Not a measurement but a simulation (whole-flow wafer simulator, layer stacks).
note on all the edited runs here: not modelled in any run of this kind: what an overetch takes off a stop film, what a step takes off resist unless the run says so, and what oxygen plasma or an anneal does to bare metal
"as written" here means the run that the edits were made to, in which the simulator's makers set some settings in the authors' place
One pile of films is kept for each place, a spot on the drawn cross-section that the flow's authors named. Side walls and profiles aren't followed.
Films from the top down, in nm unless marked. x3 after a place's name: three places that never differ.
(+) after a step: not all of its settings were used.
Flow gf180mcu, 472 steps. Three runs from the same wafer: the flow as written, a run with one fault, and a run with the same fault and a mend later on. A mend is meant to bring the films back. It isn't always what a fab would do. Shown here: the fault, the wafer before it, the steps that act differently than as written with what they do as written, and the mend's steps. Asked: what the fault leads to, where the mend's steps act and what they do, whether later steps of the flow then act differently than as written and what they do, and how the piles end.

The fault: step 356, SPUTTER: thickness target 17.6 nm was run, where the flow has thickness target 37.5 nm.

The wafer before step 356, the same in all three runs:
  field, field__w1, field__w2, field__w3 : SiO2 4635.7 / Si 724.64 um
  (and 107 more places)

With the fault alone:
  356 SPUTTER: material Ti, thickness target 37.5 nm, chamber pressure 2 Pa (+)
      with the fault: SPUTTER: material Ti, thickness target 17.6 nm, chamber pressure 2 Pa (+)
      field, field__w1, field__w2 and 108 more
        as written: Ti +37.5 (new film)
        with the fault: Ti +17.6 (new film)
  Later steps of the flow that act differently than as written:
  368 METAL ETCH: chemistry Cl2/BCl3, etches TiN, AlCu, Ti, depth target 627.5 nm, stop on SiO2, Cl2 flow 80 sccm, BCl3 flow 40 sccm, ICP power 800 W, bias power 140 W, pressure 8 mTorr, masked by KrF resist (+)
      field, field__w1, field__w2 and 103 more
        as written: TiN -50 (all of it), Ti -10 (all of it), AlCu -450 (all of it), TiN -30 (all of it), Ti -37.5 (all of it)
        with the fault: TiN -50 (all of it), Ti -10 (all of it), AlCu -450 (all of it), TiN -30 (all of it), Ti -17.6 (all of it)
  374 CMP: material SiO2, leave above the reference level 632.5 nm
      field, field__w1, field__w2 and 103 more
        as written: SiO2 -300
        with the fault: SiO2 -319.9
  At the end the piles differ from the flow's by more than 2% or 0.5 nm, whichever is larger, at field__w8, contact, m1, m1__w1, m1_nw.
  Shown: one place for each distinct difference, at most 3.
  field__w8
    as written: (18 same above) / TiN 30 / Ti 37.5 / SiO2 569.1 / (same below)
    with the fault: (18 same above) / TiN 30 / Ti 17.6 / SiO2 569.1 / (same below)
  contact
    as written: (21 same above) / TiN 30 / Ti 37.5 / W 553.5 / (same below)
    with the fault: (21 same above) / TiN 30 / Ti 17.6 / W 553.5 / (same below)

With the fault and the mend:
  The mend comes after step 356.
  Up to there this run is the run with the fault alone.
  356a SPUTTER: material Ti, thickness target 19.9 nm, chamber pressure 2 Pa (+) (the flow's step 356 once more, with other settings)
      field, field__w1, field__w2 and 108 more
        Ti +19.9
  No later step of the flow acts differently than as written at any place that is followed.
  At the end the piles are the same as the flow's at every place that both follow.
